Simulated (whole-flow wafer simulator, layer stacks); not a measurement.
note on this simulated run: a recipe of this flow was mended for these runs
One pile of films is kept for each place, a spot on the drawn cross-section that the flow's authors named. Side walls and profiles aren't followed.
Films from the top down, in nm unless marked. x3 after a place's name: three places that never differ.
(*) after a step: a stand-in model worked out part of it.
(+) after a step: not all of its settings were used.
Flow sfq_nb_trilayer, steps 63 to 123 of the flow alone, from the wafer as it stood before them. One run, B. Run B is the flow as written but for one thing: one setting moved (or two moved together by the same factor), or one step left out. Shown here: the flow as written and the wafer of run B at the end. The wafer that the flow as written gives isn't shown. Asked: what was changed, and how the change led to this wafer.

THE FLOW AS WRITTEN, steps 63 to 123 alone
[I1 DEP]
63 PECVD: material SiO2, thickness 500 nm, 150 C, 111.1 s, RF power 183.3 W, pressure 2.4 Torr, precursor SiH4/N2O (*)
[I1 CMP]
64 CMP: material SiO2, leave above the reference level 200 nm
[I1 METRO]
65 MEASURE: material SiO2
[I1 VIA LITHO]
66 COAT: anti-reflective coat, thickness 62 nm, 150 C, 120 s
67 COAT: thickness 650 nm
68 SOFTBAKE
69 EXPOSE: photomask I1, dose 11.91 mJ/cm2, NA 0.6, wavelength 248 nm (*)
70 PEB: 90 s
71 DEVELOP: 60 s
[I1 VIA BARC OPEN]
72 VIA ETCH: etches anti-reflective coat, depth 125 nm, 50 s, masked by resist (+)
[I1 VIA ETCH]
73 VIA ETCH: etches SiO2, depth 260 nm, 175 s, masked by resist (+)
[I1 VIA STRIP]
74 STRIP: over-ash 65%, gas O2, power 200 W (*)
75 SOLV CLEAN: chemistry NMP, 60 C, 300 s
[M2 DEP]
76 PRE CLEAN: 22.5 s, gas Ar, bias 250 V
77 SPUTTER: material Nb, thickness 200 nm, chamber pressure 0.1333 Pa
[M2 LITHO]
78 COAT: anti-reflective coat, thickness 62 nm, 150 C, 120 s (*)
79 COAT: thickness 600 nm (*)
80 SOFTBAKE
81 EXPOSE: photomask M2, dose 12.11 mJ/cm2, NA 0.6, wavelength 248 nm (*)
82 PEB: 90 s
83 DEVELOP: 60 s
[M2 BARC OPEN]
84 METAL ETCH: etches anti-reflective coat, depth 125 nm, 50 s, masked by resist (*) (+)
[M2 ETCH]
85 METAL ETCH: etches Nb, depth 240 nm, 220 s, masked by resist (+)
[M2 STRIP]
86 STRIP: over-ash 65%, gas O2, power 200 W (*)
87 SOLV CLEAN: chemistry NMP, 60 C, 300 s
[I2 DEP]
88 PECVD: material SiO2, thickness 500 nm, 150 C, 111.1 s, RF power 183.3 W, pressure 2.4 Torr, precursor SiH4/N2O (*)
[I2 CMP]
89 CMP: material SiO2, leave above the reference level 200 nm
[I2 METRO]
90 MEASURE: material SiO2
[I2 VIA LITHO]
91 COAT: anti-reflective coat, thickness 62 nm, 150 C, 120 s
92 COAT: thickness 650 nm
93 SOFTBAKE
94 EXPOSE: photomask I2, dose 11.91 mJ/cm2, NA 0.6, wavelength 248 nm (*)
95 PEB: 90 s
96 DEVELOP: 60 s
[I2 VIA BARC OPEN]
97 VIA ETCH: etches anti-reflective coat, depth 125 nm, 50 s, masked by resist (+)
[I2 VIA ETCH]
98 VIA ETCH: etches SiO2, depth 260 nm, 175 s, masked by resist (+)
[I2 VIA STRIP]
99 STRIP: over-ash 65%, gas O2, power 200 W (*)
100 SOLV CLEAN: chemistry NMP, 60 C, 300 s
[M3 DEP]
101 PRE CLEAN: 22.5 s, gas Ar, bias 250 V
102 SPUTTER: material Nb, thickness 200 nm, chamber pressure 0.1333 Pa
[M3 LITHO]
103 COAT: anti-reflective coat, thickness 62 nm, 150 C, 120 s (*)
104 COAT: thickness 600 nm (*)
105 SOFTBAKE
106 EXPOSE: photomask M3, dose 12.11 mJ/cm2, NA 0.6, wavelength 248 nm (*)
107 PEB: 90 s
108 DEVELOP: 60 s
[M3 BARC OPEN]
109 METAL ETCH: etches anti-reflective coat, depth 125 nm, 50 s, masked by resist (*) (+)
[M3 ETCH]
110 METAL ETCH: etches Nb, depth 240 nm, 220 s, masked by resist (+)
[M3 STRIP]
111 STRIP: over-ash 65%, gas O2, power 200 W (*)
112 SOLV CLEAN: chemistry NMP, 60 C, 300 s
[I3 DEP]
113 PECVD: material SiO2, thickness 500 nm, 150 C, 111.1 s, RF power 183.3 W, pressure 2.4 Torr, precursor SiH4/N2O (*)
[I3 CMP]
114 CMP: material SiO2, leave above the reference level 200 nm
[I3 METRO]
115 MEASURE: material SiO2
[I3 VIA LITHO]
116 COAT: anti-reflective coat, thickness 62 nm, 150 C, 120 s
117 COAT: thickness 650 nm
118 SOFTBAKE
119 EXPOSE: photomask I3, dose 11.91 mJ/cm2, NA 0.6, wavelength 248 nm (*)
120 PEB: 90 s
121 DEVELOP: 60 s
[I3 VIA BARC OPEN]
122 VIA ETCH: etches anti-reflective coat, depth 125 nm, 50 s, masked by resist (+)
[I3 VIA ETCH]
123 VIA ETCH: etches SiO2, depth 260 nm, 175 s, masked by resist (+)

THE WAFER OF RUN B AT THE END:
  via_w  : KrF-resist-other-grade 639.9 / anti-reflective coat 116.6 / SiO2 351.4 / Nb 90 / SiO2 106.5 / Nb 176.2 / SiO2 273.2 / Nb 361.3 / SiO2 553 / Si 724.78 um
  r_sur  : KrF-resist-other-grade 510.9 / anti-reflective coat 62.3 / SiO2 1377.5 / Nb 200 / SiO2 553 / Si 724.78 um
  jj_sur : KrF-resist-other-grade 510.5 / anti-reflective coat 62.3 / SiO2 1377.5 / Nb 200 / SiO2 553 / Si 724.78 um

The cause: step 63, PECVD: 73.61 s was run, where the flow has 111.1 s.

How the change led to this, step by step:
  63 PECVD: material SiO2, thickness 500 nm, 150 C, 111.1 s, RF power 183.3 W, pressure 2.4 Torr, precursor SiH4/N2O (*)
      field_l, be, be_sur and 72 more: SiO2 +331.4 (as written it would be: SiO2 +500)
      v_sur, via_wl, via_wr and 20 more: SiO2 +331.4 (new film) (as written it would be: SiO2 +500 (new film))
      (and at 8 more places)
  64 CMP: material SiO2, leave above the reference level 200 nm
      field_l, be, be_sur and 72 more: nothing (as written it would be: SiO2 -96)
      lsp_m, ln_m6, lsp_r, l0_sur, l0v: nothing (as written it would be: SiO2 -90.8)
      (and at 26 more places)
  66 COAT: anti-reflective coat, thickness 62 nm, 150 C, 120 s
      gap, r_end, wl_a_m6, wl_b_m5: anti-reflective coat +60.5 (new film) (as written it would be: anti-reflective coat +62 (new film))
      wl_a_sr, wl_b_sl, wl_b_sr: anti-reflective coat +60.6 (new film) (as written it would be: anti-reflective coat +62 (new film))
      (and at 75 more places)
  67 COAT: thickness 650 nm
      lsp_r, m5r_line_l, m5r_line_r: KrF-resist-other-grade +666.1 (new film) (as written it would be: KrF-resist-other-grade +650 (new film))
      be_sur, wl_f_sl: KrF-resist-other-grade +663.8 (new film) (as written it would be: KrF-resist-other-grade +650 (new film))
      (and at 20 more places)
  71 DEVELOP: 60 s
      via_v: KrF-resist-other-grade -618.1 (all of it) (as written it would be: KrF-resist-other-grade -648.6 (all of it))
  72 VIA ETCH: etches anti-reflective coat, depth 125 nm, 50 s, masked by resist (+)
      via_v: anti-reflective coat -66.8 (all of it), SiO2 -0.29 (as written it would be: anti-reflective coat -62 (all of it), SiO2 -0.31)
  74 STRIP: over-ash 65%, gas O2, power 200 W (*)
      m0r_line_l x3: KrF-resist-other-grade -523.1 (all of it), anti-reflective coat -70.2 (all of it) (as written it would be: KrF-resist-other-grade -510.8 (all of it), anti-reflective coat -62 (all of it))
      m0r_space_l, m6r_space_l x2: KrF-resist-other-grade -513.7 (all of it), anti-reflective coat -81.6 (all of it) (as written it would be: KrF-resist-other-grade -510.8 (all of it), anti-reflective coat -62 (all of it))
      (and at 78 more places)
  77 SPUTTER: material Nb, thickness 200 nm, chamber pressure 0.1333 Pa
      be, lsp_l: Nb +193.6 (new film) (as written it would be: Nb +200 (new film))
      via_w: Nb +176.2 (new film) (as written it would be: Nb +200 (new film))
  78 COAT: anti-reflective coat, thickness 62 nm, 150 C, 120 s (*)
      p4_w1, wl_a_sr, wl_b_sl, wl_b_sr: anti-reflective coat +60.4 (new film) (as written it would be: anti-reflective coat +62 (new film))
      p3_fr, m0r_line_r x3: anti-reflective coat +67.9 (new film) (as written it would be: anti-reflective coat +62 (new film))
      (and at 71 more places)
  79 COAT: thickness 600 nm (*)
      m5r_line_l, m5r_line_r: KrF-resist-other-grade +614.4 (new film) (as written it would be: KrF-resist-other-grade +600 (new film))
      m5r_linepad_l, m5r_linepad_r: KrF-resist-other-grade +585.5 (new film) (as written it would be: KrF-resist-other-grade +600 (new film))
      (and at 21 more places)
  83 DEVELOP: 60 s
      m5r_line_l, m5r_line_r: KrF-resist-other-grade -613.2 (all of it) (as written it would be: KrF-resist-other-grade -598.7 (all of it))
      m5r_linepad_l, m5r_linepad_r: KrF-resist-other-grade -584.3 (all of it) (as written it would be: KrF-resist-other-grade -598.7 (all of it))
      (and at 14 more places)
  84 METAL ETCH: etches anti-reflective coat, depth 125 nm, 50 s, masked by resist (*) (+)
      p3_fr, m0r_line_r x3: anti-reflective coat -67.9 (all of it) (as written it would be: anti-reflective coat -62 (all of it))
      m0r_line_l x3: anti-reflective coat -67.8 (all of it) (as written it would be: anti-reflective coat -62 (all of it))
      (and at 53 more places)
  85 METAL ETCH: etches Nb, depth 240 nm, 220 s, masked by resist (+)
      be, lsp_l: Nb -193.6 (all of it), SiO2 -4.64 (as written it would be: Nb -200 (all of it), SiO2 -4)
  86 STRIP: over-ash 65%, gas O2, power 200 W (*)
      v_sur: KrF-resist-other-grade -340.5 (all of it), anti-reflective coat -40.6 (all of it) (as written it would be: KrF-resist-other-grade -360.6 (all of it), anti-reflective coat -64.8 (all of it))
      via_wl: KrF-resist-other-grade -353.6 (all of it), anti-reflective coat -25 (all of it) (as written it would be: KrF-resist-other-grade -357.4 (all of it), anti-reflective coat -67.7 (all of it))
      (and at 20 more places)
  88 PECVD: material SiO2, thickness 500 nm, 150 C, 111.1 s, RF power 183.3 W, pressure 2.4 Torr, precursor SiH4/N2O (*)
      via_w: SiO2 +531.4 (new film) (as written it would be: SiO2 +500 (new film))
  89 CMP: material SiO2, leave above the reference level 200 nm
      field_l, be_sur, gap and 72 more: SiO2 -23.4 (as written it would be: SiO2 -96)
      lsp_m, ln_m6, lsp_r, l0_sur, l0v: SiO2 -20 (as written it would be: SiO2 -96)
      (and at 3 more places)
  ... 12 more steps ...
  122 VIA ETCH: etches anti-reflective coat, depth 125 nm, 50 s, masked by resist (+)
      via_v: anti-reflective coat -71 (all of it), SiO2 -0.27 (as written it would be: anti-reflective coat -62 (all of it), SiO2 -0.31)
Counting metal films that touch as one body, via_w has 3 bodies (between them, from the top down: SiO2 106.5; SiO2 273.2); the flow as written gives 2 bodies (between them, from the top down: SiO2 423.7).
